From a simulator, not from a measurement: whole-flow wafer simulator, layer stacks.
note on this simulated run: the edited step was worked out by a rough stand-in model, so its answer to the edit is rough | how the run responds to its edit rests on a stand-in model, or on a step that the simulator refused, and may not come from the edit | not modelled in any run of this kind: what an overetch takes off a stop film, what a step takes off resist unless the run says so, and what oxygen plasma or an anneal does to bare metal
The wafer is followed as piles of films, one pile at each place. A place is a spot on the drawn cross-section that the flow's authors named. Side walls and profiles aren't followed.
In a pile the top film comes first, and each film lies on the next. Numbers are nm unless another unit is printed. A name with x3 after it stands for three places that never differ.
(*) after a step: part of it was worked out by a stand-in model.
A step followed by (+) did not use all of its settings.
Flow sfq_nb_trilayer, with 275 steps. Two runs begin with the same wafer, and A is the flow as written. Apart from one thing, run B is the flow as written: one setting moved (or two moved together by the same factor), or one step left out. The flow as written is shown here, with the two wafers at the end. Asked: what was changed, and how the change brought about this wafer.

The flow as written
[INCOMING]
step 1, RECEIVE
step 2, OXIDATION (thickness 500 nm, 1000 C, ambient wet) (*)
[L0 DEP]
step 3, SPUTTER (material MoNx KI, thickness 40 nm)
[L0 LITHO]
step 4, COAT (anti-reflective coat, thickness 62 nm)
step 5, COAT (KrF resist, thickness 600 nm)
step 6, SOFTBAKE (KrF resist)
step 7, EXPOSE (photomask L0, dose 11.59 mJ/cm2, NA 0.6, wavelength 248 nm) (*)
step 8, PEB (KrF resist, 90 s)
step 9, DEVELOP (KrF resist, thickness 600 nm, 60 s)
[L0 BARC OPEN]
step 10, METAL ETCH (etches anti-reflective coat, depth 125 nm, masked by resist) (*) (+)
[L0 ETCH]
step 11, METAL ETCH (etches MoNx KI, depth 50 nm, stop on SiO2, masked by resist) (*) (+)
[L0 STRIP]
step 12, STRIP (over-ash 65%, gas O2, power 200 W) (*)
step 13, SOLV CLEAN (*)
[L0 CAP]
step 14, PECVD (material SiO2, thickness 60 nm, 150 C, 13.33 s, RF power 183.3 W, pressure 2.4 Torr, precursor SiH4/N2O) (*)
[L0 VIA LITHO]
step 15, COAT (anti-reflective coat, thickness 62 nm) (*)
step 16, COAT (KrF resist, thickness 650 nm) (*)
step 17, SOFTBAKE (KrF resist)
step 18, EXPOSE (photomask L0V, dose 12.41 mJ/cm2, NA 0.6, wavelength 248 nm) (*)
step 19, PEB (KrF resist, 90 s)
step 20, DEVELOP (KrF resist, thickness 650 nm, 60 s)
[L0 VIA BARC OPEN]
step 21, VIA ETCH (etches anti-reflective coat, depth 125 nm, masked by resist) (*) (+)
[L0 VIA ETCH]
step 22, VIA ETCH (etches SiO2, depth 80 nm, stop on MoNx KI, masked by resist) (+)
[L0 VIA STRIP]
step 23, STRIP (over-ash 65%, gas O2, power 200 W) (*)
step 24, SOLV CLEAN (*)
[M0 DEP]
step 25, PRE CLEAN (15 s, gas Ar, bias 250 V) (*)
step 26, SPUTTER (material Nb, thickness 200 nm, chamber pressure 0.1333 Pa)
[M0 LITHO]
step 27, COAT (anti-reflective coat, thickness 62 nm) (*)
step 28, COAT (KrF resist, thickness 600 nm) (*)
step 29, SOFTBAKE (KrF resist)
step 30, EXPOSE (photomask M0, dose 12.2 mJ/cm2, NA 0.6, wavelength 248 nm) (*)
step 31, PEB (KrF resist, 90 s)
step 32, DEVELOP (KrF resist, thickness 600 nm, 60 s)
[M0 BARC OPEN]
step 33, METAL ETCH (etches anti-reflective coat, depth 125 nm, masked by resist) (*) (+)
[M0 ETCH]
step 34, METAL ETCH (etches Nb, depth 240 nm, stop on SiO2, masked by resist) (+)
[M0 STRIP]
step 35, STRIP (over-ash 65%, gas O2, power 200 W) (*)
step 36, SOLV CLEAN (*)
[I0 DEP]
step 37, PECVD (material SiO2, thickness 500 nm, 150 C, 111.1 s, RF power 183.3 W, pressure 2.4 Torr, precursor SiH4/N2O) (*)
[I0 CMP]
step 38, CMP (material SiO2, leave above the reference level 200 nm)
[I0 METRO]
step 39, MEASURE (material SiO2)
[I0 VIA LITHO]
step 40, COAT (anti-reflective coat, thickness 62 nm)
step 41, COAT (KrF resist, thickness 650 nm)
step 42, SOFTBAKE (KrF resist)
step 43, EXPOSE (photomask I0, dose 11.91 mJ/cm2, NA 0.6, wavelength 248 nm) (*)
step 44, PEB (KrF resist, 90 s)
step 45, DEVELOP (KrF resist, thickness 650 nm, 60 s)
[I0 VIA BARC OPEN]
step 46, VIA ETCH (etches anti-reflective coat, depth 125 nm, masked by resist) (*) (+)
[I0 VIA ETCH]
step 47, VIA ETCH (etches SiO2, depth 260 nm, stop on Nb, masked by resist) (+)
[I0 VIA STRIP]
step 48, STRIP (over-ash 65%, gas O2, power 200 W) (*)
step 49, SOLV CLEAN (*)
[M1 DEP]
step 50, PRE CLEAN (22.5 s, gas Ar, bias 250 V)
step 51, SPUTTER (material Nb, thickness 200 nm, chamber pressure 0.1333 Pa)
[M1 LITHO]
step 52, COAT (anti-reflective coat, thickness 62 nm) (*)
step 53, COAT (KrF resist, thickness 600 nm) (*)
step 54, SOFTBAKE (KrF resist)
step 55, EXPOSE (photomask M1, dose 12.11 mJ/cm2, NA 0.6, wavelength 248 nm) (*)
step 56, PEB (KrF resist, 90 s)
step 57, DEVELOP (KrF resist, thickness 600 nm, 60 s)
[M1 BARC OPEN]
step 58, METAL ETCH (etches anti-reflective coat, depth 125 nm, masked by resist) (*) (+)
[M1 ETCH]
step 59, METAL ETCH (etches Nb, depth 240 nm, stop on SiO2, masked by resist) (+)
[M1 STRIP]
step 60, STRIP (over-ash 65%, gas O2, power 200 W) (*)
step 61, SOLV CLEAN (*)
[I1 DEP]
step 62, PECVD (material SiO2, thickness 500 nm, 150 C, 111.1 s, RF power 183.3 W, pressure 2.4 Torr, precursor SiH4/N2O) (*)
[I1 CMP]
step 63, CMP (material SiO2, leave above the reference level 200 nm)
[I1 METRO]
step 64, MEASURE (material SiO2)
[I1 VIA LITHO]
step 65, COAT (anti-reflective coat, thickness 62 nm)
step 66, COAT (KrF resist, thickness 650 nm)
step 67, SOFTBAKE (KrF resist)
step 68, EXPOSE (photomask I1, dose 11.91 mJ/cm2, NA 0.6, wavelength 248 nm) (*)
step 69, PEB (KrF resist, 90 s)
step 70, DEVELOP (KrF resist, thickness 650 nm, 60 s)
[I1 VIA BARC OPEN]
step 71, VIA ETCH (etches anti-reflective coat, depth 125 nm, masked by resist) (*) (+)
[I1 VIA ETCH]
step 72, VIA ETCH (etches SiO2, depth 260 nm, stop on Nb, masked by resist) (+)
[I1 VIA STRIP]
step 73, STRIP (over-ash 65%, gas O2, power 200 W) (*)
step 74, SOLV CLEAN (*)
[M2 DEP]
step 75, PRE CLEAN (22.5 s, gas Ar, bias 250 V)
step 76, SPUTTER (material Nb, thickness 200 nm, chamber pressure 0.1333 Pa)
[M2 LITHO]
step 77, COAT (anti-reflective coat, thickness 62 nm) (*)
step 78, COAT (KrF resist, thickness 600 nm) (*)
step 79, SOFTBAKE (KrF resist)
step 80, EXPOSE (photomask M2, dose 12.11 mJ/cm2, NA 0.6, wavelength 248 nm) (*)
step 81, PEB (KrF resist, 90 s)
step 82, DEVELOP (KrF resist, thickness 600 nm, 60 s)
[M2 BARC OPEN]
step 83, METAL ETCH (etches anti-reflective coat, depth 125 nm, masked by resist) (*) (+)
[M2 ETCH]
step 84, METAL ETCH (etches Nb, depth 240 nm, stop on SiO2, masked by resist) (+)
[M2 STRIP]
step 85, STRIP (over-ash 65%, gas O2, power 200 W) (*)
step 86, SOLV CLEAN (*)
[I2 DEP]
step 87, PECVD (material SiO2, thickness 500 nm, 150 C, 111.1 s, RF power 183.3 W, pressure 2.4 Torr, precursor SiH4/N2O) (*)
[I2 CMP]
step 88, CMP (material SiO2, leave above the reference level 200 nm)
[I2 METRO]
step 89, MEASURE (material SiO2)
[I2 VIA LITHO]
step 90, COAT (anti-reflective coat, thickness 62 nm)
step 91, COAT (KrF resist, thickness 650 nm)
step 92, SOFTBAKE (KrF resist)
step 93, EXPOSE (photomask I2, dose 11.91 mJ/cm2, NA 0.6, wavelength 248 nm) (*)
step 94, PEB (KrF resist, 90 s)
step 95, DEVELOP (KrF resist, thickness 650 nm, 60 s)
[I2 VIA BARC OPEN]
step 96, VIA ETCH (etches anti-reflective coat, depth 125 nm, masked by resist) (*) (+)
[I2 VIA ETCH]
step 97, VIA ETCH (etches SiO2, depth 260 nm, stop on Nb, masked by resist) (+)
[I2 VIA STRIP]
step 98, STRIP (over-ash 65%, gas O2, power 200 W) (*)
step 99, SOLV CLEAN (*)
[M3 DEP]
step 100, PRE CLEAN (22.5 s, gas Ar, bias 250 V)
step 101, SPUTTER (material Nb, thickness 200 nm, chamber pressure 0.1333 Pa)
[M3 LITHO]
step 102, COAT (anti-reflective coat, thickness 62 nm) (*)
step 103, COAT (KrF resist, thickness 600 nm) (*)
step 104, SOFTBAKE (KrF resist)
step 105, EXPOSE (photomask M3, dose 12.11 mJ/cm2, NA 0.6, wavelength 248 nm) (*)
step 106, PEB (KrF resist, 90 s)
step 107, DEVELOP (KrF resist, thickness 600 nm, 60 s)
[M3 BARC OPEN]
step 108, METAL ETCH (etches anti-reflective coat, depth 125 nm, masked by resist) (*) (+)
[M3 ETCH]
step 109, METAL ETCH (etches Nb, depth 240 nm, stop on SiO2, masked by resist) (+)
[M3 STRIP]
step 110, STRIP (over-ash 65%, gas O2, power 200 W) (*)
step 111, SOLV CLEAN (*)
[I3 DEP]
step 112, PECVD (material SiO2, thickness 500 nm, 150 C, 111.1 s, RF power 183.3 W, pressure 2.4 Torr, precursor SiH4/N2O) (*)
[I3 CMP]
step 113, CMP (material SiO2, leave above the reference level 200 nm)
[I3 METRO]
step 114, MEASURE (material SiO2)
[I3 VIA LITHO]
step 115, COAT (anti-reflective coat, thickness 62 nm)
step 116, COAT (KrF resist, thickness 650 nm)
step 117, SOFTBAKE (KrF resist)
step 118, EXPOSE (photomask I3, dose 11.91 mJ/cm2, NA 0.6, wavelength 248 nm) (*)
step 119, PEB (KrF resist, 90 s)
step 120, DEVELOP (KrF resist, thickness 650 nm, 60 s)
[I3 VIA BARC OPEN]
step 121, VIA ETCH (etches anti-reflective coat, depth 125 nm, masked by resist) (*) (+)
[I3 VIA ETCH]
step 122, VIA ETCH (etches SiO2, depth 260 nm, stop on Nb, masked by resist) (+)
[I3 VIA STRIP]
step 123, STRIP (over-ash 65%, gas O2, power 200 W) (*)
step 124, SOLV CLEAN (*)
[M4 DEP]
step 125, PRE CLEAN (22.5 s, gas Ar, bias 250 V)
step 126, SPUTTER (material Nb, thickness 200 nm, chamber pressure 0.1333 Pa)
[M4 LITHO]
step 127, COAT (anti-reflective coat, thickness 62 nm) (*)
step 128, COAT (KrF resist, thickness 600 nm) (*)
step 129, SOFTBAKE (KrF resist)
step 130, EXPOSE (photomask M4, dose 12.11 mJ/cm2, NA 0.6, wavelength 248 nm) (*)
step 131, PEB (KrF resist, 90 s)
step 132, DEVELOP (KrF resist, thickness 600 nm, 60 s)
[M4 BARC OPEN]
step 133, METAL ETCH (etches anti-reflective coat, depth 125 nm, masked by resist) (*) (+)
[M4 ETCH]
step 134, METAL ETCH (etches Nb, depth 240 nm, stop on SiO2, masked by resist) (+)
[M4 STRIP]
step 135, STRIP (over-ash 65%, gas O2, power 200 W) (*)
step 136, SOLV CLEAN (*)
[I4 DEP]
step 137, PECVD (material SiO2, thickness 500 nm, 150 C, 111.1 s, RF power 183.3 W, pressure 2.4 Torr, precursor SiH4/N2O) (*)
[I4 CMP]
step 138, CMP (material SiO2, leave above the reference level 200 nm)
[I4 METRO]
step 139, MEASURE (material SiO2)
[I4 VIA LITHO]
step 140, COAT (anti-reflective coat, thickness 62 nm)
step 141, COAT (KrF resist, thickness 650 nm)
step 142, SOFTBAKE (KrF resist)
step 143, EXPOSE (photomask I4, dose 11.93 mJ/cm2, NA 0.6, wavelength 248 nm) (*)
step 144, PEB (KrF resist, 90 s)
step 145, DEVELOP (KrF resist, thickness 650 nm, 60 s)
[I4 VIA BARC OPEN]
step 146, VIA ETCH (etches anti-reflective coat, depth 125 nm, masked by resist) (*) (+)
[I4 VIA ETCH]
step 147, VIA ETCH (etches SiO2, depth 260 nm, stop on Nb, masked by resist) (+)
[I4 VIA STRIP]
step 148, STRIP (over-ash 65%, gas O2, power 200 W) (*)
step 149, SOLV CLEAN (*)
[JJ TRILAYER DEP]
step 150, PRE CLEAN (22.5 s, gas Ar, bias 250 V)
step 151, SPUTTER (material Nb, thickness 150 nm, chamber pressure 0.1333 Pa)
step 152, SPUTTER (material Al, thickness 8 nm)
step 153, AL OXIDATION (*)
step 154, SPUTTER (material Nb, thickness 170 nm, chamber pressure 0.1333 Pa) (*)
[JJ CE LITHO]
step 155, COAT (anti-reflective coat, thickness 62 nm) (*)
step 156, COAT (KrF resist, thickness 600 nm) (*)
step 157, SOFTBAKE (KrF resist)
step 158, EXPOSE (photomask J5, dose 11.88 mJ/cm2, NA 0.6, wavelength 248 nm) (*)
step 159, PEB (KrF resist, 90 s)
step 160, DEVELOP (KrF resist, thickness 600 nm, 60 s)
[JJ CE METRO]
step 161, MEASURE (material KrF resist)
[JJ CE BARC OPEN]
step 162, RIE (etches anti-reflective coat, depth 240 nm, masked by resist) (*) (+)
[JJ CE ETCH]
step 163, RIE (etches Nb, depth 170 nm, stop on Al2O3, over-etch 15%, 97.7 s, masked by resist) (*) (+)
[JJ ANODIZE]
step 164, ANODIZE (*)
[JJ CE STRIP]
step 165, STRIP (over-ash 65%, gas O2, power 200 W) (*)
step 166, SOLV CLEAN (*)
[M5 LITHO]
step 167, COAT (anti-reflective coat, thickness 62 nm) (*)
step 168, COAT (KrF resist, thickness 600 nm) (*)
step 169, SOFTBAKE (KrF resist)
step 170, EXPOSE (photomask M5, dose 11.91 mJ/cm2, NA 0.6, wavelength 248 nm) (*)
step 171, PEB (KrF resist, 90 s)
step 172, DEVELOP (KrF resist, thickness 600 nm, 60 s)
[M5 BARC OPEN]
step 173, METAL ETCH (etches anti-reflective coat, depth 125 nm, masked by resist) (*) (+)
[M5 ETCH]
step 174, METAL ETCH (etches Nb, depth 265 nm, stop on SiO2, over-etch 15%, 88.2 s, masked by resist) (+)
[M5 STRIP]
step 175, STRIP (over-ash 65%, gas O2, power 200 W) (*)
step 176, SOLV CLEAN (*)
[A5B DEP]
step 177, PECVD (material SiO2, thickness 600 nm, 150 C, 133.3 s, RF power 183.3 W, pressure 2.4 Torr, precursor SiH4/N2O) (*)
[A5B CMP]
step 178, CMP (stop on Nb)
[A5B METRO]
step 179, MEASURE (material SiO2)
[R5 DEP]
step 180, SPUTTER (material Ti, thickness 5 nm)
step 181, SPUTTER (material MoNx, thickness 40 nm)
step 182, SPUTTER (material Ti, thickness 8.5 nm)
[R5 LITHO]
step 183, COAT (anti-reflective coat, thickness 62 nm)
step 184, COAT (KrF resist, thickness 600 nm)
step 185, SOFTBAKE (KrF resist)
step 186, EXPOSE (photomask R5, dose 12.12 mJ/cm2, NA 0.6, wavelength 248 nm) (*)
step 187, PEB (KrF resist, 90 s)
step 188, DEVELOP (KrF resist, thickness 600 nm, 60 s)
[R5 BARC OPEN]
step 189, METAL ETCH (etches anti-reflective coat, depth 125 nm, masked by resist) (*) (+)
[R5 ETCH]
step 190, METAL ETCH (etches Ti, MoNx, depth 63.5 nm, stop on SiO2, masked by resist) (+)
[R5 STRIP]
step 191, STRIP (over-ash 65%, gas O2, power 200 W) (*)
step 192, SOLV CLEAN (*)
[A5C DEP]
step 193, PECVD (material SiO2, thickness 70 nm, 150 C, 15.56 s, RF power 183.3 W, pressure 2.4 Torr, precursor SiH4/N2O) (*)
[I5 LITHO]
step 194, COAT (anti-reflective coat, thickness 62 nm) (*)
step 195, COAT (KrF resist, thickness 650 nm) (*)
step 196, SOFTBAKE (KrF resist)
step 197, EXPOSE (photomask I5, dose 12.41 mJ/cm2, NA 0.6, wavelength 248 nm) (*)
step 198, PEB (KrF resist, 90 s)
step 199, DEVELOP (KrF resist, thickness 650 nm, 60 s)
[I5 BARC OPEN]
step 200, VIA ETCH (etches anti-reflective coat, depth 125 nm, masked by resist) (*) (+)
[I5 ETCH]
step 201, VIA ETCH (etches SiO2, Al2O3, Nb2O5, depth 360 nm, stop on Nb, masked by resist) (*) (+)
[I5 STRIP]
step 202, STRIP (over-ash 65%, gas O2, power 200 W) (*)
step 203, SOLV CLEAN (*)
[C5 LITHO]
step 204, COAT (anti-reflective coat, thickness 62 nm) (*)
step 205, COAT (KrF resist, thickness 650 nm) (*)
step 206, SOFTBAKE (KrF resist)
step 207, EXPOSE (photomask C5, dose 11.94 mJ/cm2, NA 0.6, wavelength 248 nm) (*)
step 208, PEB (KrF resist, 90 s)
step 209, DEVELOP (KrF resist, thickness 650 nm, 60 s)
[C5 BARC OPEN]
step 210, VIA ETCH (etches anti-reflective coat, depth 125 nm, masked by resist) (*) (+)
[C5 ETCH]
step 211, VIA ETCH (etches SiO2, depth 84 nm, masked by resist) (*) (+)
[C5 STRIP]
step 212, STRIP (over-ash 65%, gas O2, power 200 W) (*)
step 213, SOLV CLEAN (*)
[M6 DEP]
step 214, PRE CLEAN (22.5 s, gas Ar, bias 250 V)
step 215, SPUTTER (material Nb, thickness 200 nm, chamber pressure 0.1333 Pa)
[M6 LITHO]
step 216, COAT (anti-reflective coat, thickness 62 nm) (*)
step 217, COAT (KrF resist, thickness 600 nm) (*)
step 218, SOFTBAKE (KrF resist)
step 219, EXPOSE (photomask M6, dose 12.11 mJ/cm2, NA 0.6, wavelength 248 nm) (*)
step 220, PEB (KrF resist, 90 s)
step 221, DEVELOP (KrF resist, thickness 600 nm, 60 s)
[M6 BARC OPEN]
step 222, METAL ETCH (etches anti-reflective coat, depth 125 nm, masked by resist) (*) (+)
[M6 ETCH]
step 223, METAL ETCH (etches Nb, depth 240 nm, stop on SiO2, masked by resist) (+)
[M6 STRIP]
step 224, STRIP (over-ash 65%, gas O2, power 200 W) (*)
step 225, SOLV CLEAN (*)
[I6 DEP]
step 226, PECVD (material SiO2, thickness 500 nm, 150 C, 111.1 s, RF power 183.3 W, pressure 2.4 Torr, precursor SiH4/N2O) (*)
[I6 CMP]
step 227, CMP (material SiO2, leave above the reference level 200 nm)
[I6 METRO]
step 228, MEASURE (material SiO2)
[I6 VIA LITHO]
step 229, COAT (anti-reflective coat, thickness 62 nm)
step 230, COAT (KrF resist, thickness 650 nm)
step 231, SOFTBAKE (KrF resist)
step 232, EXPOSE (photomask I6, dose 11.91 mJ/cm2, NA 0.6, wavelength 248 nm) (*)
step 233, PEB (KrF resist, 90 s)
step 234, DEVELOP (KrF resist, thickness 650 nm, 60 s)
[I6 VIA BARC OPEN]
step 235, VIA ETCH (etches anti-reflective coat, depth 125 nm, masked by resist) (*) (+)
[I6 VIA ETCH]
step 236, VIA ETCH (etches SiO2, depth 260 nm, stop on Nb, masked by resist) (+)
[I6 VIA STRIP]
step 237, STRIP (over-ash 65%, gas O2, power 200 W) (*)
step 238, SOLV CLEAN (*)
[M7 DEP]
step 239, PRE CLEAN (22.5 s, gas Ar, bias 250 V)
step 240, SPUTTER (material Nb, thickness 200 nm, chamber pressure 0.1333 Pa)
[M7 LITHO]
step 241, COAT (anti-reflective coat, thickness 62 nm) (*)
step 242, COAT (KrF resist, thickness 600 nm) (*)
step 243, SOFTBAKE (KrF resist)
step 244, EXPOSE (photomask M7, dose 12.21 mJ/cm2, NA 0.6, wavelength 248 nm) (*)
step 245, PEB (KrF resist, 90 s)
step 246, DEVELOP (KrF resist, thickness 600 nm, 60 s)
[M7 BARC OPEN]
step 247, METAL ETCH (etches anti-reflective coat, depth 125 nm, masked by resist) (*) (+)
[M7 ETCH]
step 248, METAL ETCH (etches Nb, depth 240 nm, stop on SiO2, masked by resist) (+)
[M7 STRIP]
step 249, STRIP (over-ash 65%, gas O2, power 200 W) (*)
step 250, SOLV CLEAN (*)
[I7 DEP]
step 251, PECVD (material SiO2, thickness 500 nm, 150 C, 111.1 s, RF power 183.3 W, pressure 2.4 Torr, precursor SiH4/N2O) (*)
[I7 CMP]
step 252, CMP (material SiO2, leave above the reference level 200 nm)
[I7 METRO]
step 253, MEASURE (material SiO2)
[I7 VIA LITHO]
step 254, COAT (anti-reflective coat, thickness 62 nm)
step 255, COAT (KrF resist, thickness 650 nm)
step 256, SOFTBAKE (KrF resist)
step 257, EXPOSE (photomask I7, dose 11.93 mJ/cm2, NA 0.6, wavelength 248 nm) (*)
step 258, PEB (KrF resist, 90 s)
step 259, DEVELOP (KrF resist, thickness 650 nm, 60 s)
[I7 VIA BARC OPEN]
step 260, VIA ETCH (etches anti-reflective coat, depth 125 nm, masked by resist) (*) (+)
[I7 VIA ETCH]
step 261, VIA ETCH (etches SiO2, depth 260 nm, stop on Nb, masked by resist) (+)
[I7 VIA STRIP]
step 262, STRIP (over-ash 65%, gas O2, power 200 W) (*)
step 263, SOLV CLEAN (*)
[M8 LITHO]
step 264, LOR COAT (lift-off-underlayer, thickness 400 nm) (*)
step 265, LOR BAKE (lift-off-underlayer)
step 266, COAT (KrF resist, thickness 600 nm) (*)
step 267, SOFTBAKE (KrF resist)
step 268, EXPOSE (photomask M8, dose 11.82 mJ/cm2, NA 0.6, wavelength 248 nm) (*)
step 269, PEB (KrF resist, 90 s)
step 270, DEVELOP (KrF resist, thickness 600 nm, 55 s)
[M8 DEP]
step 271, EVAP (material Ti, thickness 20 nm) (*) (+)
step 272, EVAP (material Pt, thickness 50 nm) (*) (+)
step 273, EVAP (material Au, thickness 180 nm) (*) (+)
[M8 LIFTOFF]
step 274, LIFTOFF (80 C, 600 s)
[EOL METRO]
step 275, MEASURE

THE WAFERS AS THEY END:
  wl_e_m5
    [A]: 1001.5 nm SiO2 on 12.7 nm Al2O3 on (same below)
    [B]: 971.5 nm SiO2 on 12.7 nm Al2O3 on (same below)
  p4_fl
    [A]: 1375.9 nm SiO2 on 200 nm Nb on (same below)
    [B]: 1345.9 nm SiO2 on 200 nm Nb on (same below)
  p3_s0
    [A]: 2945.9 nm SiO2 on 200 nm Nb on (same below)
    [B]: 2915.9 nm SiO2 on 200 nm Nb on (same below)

Cause: step 251, PECVD: thickness 370 nm was run, though the flow has thickness 500 nm; step 251, PECVD: 82.22 s was run, where the flow has 111.1 s.

How this came from the change, step by step:
  step 251, PECVD (material SiO2, thickness 500 nm, 150 C, 111.1 s, RF power 183.3 W, pressure 2.4 Torr, precursor SiH4/N2O) (*)
      field_l, p4_fl, p4_fm and 56 more: A +500 SiO2 | B +370 SiO2
      v_sur, via_wl, via_w and 37 more: A +500 SiO2 (new film) | B +370 SiO2 (new film)
      (also at 7 further places)
  step 252, CMP (material SiO2, leave above the reference level 200 nm)
      field_l, p4_fl, p4_fm and 56 more: A -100 SiO2 | B nothing
      field_r, lsp_l: A -77.7 SiO2 | B nothing
      (also at 45 further places)
  step 254, COAT (anti-reflective coat, thickness 62 nm)
      wire, be, be_sur and 8 more: A +62 anti-reflective coat (new film) | B +60.6 anti-reflective coat (new film)
      p4_fm, p3_fr, wl_d_sl, wl_e_sl: A +62 anti-reflective coat (new film) | B +63.6 anti-reflective coat (new film)
      (also at 51 further places)
  step 255, COAT (KrF resist, thickness 650 nm)
      lsp_l: A +650 KrF resist (new film) | B +667.1 KrF resist (new film)
  step 260, VIA ETCH (etches anti-reflective coat, depth 125 nm, masked by resist) (*) (+)
      field_l, v_sur, via_sp and 100 more: A -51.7 KrF resist | B -50.2 KrF resist
      via_wl, via_w: A -62 anti-reflective coat (all of it), -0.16 SiO2 | B -60.3 anti-reflective coat (all of it), -0.15 SiO2
      (also at 1 further place)
  step 262, STRIP (over-ash 65%, gas O2, power 200 W) (*)
      be_sur, gap, jj_sur, ce_l, c5j: A -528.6 KrF resist (all of it), -62 anti-reflective coat (all of it) | B -524.7 KrF resist (all of it), -60.6 anti-reflective coat (all of it)
      m0r_space_l x2, m6r_space_l x2: A -528.6 KrF resist (all of it), -62 anti-reflective coat (all of it) | B -533.2 KrF resist (all of it), -66.2 anti-reflective coat (all of it)
      (also at 54 further places)
  step 264, LOR COAT (lift-off-underlayer, thickness 400 nm) (*)
      m0r_space_l x2, m6r_space_l x2: A +400 lift-off-underlayer (new film) | B +408.4 lift-off-underlayer (new film)
      lsp_m, ln_m6: A +399.7 lift-off-underlayer (new film) | B +391.5 lift-off-underlayer (new film)
      (also at 24 further places)
  step 270, DEVELOP (KrF resist, thickness 600 nm, 55 s)
      field_l: A -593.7 KrF resist (all of it), -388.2 lift-off-underlayer (all of it) | B -597.1 KrF resist (all of it), -399.4 lift-off-underlayer (all of it)
      v_sur: A -607.3 KrF resist (all of it), -369.4 lift-off-underlayer (all of it) | B -603 KrF resist (all of it), -360.3 lift-off-underlayer (all of it)
      (also at 2 further places)
  step 274, LIFTOFF (80 C, 600 s)
      m0r_space_l x2, m6r_space_l x2: A -180 Au (all of it), -50 Pt (all of it), -20 Ti (all of it), -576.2 KrF resist (all of it), -400 lift-off-underlayer (all of it) | B -180 Au (all of it), -50 Pt (all of it), -20 Ti (all of it), -576.8 KrF resist (all of it), -408.4 lift-off-underlayer (all of it)
      m5r_linepad_l x2: A -180 Au (all of it), -50 Pt (all of it), -20 Ti (all of it), -576.2 KrF resist (all of it), -400 lift-off-underlayer (all of it) | B -180 Au (all of it), -50 Pt (all of it), -20 Ti (all of it), -573.3 KrF resist (all of it), -410.2 lift-off-underlayer (all of it)
      (also at 20 further places)
